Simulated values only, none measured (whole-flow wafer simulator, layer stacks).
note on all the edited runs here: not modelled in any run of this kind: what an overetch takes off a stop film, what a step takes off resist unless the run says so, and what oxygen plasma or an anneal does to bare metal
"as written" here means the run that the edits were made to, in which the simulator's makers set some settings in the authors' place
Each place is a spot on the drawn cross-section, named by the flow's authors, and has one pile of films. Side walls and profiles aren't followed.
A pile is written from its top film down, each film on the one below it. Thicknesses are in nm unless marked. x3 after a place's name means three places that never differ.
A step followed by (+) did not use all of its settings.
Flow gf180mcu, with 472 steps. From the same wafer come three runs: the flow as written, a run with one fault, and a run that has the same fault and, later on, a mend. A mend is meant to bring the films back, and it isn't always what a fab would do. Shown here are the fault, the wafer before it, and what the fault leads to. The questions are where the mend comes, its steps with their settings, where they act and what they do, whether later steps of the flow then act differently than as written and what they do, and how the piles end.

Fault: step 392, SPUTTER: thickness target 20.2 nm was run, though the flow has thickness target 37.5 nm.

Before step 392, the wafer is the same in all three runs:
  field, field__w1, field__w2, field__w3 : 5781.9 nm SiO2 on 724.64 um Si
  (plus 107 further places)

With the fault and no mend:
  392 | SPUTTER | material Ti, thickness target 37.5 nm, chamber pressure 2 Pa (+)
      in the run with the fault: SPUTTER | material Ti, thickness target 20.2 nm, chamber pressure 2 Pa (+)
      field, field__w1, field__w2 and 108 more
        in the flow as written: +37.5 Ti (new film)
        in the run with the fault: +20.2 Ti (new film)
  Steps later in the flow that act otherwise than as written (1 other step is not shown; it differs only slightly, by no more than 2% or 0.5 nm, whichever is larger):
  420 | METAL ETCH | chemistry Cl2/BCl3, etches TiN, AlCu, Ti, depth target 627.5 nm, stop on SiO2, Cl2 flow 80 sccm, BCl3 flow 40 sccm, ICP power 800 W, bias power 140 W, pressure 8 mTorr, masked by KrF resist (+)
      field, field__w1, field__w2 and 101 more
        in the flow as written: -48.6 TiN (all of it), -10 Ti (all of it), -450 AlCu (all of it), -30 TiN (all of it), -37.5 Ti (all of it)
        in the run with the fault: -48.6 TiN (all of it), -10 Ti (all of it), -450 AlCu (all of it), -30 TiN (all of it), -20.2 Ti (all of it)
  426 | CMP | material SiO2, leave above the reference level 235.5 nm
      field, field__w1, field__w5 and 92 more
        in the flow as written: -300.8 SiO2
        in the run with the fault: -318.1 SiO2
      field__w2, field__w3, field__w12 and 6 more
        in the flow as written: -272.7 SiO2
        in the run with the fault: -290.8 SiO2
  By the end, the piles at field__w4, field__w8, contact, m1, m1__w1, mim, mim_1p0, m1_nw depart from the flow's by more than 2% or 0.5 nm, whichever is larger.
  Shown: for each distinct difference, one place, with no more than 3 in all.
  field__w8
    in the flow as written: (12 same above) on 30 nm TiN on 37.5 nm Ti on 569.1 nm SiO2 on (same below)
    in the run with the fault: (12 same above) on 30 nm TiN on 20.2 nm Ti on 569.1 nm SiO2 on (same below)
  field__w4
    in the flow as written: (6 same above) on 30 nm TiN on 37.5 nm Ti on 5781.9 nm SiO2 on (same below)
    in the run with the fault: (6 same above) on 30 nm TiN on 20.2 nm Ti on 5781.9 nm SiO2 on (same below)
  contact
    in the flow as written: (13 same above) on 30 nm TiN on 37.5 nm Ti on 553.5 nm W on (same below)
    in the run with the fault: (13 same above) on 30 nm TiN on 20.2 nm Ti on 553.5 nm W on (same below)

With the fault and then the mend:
  After step 392 comes the mend.
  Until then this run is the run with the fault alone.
  392a | SPUTTER | material Ti, thickness target 17.3 nm, chamber pressure 2 Pa (+) (a further turn of the flow's step 392, with different settings)
      field, field__w1, field__w2 and 108 more
        +17.3 Ti
  Every later step of the flow that is run acts as written at every place that is followed.
  By the end, the piles equal the flow's at every place that both follow.
